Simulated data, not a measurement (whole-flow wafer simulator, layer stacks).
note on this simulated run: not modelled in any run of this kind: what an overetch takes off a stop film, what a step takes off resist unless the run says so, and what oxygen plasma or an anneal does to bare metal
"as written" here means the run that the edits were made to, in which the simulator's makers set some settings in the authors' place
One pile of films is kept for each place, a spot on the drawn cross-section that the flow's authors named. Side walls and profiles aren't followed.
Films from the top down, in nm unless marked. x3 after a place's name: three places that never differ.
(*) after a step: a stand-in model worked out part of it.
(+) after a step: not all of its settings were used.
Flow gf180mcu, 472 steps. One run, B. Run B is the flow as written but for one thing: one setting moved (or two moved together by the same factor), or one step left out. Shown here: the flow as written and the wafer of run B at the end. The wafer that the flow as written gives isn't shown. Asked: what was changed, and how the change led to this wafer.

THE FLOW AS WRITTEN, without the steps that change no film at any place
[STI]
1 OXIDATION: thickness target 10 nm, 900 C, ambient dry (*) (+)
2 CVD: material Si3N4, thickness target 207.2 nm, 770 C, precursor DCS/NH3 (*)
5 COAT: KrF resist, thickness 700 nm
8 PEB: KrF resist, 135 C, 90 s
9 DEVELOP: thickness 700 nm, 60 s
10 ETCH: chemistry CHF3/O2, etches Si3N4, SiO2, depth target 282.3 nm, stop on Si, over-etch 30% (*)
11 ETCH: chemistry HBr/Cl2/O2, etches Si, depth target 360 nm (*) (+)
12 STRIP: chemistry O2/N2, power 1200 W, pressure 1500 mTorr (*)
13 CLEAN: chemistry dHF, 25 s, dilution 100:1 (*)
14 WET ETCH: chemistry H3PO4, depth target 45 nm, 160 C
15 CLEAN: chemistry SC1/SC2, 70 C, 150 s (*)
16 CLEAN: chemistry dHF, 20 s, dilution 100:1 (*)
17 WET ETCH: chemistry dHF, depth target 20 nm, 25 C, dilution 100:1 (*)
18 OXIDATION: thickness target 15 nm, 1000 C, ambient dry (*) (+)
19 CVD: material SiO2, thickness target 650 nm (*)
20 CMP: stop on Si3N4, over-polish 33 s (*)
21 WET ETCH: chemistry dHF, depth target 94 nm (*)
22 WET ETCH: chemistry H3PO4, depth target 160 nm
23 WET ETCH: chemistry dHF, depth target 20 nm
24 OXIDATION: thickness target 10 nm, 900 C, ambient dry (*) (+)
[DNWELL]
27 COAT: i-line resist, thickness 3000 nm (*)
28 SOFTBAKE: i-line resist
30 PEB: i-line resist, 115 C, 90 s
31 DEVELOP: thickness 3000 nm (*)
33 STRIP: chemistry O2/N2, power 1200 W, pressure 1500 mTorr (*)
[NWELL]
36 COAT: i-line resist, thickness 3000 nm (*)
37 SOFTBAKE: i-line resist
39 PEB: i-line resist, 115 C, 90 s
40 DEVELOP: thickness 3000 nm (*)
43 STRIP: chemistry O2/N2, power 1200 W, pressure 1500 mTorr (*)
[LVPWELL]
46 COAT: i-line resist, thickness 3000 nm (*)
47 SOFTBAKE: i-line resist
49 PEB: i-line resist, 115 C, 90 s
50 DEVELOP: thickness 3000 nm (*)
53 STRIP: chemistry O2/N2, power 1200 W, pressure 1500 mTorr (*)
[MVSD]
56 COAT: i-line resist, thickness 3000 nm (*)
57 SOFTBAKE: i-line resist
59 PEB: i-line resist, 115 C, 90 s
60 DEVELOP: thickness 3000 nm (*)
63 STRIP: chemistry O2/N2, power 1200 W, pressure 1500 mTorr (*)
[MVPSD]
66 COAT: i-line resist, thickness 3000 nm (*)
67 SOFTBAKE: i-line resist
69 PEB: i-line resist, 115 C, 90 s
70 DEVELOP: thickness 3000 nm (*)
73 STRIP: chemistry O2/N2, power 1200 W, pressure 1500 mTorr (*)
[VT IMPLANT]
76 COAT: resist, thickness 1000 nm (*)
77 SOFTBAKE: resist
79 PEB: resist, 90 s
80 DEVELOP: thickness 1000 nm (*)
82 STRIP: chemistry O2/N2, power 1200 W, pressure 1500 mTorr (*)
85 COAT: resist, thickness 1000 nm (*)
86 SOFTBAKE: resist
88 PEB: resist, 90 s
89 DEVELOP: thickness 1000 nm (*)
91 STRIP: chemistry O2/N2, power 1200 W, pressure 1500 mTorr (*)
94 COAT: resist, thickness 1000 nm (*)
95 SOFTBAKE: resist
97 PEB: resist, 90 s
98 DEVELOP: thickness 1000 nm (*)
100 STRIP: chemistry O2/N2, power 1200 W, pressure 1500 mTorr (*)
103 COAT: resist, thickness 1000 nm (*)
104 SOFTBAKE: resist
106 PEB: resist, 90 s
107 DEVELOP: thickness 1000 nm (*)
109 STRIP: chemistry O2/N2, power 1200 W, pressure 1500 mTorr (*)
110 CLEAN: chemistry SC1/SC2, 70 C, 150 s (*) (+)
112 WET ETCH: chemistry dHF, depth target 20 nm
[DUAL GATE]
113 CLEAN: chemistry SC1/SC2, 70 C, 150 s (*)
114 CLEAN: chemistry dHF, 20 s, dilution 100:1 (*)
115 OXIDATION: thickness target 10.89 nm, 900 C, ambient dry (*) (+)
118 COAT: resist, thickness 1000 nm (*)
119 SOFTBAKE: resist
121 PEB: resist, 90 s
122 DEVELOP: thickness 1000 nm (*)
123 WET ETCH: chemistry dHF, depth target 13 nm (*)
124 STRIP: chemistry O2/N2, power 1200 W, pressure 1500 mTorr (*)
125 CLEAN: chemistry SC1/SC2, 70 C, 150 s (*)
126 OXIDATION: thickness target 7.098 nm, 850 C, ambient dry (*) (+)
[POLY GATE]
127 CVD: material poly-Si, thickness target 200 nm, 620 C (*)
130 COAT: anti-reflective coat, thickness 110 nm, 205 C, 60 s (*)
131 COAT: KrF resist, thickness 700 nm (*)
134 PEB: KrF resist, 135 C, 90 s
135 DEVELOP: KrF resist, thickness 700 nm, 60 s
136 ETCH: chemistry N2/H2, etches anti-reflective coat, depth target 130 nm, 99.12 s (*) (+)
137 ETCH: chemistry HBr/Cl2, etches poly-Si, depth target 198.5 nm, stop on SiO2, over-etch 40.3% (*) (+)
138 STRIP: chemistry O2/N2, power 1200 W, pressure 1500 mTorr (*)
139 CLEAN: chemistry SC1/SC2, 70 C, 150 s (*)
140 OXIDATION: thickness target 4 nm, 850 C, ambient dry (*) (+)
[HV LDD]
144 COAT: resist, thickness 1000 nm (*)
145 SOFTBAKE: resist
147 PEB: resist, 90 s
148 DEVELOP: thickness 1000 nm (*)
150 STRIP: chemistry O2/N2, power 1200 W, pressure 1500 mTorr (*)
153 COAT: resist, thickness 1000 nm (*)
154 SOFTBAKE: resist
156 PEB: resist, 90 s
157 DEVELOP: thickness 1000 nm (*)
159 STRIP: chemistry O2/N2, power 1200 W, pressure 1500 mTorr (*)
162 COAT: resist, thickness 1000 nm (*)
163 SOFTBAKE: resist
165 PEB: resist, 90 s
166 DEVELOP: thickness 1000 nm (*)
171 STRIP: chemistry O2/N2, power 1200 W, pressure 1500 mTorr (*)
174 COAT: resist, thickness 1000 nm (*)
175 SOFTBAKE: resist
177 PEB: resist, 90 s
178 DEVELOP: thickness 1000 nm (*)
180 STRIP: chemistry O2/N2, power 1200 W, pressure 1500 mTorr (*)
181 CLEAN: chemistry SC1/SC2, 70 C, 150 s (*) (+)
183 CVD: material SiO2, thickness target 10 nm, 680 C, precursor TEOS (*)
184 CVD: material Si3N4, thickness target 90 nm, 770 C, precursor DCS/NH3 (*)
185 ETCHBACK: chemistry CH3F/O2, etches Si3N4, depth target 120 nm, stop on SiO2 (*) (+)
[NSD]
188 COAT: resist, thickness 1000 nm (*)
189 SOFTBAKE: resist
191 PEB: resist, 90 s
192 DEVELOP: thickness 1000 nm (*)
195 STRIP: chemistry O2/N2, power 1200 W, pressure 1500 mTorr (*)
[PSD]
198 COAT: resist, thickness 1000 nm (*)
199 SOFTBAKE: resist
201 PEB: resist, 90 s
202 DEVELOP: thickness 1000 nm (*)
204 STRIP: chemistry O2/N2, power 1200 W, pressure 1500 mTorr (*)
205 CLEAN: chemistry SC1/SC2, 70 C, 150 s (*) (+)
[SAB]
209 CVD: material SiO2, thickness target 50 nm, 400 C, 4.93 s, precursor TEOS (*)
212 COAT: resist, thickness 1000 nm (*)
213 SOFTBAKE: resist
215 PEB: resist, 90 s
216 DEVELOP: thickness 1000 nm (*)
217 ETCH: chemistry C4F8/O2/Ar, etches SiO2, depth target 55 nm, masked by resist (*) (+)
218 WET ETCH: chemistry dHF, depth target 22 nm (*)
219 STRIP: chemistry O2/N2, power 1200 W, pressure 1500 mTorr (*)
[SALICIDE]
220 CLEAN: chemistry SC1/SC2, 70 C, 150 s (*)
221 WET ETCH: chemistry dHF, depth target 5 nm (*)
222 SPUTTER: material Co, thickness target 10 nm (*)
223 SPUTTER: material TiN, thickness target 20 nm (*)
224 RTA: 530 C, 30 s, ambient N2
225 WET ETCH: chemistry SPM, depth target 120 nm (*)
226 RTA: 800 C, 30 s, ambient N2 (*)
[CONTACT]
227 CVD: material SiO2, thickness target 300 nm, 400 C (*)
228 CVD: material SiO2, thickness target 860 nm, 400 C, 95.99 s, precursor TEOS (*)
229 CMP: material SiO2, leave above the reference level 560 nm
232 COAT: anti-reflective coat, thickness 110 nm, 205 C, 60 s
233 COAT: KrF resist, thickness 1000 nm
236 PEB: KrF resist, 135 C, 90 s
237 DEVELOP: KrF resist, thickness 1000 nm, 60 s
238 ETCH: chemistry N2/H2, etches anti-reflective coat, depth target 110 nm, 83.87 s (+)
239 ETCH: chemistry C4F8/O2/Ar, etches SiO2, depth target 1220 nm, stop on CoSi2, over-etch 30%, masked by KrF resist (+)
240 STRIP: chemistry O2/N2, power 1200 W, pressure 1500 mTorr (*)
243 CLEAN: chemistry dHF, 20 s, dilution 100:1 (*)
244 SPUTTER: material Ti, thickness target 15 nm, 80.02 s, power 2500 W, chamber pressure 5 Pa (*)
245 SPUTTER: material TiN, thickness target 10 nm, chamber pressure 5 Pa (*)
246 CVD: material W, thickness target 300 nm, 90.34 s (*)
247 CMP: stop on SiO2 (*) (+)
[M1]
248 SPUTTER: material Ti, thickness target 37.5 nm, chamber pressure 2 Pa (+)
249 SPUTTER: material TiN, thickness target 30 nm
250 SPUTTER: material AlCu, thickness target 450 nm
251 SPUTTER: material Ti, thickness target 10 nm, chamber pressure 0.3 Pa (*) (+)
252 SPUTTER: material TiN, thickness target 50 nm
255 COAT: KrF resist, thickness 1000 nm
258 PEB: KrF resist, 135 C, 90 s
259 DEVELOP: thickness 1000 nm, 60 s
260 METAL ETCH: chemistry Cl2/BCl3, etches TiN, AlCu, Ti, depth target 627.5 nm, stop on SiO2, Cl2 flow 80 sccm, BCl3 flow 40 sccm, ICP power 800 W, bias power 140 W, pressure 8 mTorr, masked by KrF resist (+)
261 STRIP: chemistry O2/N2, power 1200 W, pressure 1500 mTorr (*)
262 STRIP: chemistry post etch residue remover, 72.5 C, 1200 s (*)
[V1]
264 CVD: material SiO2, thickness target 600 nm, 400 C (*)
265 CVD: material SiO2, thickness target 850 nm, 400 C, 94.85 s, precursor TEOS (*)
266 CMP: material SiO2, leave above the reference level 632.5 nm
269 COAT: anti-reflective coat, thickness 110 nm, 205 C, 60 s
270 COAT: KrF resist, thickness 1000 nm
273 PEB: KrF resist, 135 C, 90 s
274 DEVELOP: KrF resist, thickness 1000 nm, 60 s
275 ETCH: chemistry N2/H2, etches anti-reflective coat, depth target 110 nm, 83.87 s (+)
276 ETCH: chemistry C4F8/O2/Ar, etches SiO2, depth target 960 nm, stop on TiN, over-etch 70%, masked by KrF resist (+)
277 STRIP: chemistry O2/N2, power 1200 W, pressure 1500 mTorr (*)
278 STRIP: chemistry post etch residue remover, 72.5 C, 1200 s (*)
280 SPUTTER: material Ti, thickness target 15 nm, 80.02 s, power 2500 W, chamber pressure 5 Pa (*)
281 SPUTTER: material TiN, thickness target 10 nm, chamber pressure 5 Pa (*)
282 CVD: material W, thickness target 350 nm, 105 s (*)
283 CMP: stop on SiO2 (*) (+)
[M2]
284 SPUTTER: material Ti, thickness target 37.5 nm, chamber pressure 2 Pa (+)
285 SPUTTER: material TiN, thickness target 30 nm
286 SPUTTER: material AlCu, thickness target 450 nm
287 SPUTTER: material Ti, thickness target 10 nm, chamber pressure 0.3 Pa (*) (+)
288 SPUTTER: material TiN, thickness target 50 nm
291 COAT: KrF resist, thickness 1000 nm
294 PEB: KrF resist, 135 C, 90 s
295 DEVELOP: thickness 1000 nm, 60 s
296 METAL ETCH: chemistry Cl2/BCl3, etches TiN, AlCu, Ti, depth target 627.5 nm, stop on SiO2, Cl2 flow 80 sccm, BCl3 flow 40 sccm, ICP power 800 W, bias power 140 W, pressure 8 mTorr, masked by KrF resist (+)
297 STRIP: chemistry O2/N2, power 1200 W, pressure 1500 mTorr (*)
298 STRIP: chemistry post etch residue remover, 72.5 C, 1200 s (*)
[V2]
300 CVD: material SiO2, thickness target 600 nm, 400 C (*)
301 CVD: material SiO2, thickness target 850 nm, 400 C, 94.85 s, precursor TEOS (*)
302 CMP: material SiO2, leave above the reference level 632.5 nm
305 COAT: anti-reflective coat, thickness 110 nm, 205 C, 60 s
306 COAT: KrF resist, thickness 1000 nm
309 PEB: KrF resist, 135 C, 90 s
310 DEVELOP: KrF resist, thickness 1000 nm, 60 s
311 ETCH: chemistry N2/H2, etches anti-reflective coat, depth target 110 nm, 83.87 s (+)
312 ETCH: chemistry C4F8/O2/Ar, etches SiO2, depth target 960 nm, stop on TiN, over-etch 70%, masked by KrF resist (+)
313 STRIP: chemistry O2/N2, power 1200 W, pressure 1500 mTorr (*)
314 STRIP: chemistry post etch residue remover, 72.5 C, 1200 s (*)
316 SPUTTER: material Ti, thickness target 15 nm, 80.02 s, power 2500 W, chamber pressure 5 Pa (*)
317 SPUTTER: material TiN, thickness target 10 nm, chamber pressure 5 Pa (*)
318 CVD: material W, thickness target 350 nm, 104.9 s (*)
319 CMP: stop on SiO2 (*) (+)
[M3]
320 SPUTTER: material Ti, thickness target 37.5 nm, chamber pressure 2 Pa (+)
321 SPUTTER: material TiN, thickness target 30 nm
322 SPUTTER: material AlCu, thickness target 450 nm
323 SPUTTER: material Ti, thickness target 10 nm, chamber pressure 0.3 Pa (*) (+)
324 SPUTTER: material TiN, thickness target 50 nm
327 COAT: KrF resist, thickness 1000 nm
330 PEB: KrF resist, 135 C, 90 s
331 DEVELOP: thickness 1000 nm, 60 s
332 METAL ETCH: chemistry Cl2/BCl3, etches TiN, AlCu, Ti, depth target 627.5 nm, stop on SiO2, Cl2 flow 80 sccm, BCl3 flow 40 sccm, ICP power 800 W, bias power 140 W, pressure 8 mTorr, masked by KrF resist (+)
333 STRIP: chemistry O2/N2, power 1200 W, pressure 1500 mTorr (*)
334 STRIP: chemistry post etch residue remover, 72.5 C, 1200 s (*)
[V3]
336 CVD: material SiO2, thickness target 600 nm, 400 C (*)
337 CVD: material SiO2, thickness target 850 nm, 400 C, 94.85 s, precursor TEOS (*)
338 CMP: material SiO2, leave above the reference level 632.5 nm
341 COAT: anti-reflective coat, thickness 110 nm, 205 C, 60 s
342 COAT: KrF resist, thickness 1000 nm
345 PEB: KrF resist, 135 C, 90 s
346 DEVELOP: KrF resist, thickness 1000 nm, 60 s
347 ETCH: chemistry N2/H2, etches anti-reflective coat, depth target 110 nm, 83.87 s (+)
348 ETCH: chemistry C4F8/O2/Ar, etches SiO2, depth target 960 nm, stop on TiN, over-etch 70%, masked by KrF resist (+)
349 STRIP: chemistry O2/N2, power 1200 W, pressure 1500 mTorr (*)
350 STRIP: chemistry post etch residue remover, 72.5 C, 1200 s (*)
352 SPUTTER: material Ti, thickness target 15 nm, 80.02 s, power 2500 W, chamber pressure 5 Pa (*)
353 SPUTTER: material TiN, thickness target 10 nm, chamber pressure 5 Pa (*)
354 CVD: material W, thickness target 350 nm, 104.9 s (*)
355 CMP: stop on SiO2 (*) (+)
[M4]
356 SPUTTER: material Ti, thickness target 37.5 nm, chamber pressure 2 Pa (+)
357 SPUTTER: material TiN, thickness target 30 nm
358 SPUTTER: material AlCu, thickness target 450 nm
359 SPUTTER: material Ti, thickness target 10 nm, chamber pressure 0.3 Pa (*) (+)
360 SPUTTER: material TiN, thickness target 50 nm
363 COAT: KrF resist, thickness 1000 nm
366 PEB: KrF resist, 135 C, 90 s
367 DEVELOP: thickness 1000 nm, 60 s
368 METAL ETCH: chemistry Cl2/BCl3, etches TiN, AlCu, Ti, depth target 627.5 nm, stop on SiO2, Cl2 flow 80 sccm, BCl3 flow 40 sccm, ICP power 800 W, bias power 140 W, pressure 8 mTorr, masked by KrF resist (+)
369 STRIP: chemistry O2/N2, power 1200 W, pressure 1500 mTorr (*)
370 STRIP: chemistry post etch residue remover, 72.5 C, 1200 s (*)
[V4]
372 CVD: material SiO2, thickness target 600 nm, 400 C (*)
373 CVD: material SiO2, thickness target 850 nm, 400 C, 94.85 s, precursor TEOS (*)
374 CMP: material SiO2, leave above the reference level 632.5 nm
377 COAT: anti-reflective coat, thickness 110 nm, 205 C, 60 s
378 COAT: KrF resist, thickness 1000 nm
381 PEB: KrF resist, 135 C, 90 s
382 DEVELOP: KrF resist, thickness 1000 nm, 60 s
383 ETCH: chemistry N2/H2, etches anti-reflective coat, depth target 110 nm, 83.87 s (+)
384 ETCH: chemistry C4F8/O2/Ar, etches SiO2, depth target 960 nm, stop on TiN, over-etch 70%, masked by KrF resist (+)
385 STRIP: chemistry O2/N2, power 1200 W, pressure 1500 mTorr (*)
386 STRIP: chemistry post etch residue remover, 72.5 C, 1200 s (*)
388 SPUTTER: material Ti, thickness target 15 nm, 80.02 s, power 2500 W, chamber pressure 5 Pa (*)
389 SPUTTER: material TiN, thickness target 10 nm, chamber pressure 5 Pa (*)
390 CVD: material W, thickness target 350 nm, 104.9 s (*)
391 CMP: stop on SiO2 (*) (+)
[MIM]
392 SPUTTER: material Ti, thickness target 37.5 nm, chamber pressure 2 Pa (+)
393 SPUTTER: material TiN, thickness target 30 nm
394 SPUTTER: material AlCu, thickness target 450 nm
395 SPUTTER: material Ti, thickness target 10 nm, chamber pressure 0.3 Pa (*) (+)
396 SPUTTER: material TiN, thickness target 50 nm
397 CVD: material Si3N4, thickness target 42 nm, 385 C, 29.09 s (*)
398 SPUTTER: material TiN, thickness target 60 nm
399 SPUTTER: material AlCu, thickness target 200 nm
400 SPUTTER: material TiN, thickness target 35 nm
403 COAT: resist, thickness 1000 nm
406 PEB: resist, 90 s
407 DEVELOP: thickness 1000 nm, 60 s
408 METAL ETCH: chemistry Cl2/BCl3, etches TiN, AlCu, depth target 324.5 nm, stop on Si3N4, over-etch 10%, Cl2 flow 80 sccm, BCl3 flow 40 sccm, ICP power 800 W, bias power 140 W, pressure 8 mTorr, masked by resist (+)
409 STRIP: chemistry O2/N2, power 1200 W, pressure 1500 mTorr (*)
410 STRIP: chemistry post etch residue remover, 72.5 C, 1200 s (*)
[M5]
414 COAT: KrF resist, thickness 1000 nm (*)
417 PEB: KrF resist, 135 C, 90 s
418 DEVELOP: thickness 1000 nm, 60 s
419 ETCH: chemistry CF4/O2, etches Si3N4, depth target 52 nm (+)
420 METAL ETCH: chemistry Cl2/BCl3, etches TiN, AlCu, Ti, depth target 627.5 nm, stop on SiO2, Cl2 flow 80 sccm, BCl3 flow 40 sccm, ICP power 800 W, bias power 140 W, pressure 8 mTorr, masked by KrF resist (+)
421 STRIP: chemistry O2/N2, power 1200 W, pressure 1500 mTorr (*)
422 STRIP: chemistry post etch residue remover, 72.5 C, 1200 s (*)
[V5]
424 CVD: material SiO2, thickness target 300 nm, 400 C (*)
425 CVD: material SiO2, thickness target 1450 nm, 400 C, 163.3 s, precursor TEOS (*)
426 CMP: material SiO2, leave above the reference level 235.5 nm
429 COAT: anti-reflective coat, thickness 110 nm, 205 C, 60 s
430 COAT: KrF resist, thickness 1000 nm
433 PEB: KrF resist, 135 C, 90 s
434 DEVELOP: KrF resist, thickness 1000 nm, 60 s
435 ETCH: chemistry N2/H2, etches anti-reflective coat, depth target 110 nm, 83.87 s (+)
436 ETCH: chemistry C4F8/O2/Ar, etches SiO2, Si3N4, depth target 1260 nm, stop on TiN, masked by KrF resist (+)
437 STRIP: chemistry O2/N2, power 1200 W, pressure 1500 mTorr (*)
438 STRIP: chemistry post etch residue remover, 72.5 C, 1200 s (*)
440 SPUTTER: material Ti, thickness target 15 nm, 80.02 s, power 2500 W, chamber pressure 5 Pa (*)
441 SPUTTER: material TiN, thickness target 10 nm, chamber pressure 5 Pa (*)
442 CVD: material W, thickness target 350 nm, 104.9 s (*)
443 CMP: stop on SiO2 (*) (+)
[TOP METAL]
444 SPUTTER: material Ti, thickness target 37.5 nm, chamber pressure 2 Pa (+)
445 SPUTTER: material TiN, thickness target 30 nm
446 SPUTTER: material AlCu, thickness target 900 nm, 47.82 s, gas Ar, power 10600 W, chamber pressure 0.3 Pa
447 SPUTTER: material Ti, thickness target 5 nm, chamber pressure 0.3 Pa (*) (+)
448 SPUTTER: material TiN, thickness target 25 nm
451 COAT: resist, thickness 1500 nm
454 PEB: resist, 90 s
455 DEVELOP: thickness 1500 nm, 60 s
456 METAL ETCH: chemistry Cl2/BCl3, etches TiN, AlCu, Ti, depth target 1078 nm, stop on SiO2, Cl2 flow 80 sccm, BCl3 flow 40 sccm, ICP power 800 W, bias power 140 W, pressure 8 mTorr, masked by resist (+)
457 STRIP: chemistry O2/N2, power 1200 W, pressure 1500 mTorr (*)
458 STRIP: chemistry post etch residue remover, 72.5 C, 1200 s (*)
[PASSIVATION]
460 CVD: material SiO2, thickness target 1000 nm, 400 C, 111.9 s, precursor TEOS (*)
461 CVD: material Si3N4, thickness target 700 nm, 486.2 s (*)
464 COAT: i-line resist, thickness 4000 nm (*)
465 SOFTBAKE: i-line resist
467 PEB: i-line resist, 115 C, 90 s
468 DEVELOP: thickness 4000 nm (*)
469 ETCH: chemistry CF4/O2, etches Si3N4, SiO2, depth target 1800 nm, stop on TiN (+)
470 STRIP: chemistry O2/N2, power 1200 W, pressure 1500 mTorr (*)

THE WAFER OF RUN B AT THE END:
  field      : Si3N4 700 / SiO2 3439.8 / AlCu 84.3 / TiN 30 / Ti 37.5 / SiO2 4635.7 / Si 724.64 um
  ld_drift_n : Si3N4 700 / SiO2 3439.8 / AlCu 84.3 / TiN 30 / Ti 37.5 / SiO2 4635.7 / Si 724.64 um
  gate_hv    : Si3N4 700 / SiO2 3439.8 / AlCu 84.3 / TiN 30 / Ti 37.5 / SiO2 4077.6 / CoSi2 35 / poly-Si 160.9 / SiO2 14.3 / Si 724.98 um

The cause: step 368, METAL ETCH: depth target 420 nm was run, where the flow has depth target 627.5 nm.

How the change led to this, step by step:
  368 METAL ETCH: chemistry Cl2/BCl3, etches TiN, AlCu, Ti, depth target 627.5 nm, stop on SiO2, Cl2 flow 80 sccm, BCl3 flow 40 sccm, ICP power 800 W, bias power 140 W, pressure 8 mTorr, masked by KrF resist (+)
      field, field__w1, field__w2 and 103 more: TiN -50 (all of it), Ti -10 (all of it), AlCu -360 (as written it would be: TiN -50 (all of it), Ti -10 (all of it), AlCu -450 (all of it), TiN -30 (all of it), Ti -37.5 (all of it))
      field__w8, contact, m1, m1__w1, m1_nw: KrF resist -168 (as written it would be: KrF resist -251)
  369 STRIP: chemistry O2/N2, power 1200 W, pressure 1500 mTorr (*)
      field__w8, contact, m1, m1__w1, m1_nw: KrF resist -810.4 (all of it) (as written it would be: KrF resist -727.4 (all of it))
  370 STRIP: chemistry post etch residue remover, 72.5 C, 1200 s (*)
      field, field__w1, field__w2 and 103 more: AlCu -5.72 (as written it would be: nothing)
  372 CVD: material SiO2, thickness target 600 nm, 400 C (*)
      field, field__w1, field__w2 and 103 more: SiO2 +600 (new film) (as written it would be: SiO2 +600)
  374 CMP: material SiO2, leave above the reference level 632.5 nm
      field, field__w1, field__w2 and 103 more: SiO2 -451.8 (as written it would be: SiO2 -300)
Counting metal films that touch as one body, field has 1 body; the flow as written gives 0 bodies.
Counting metal films that touch as one body, ld_drift_n has 1 body; the flow as written gives 0 bodies.
Counting metal films that touch as one body, gate_hv has 2 bodies (between them, from the top down: SiO2 4077.6); the flow as written gives 1 body.
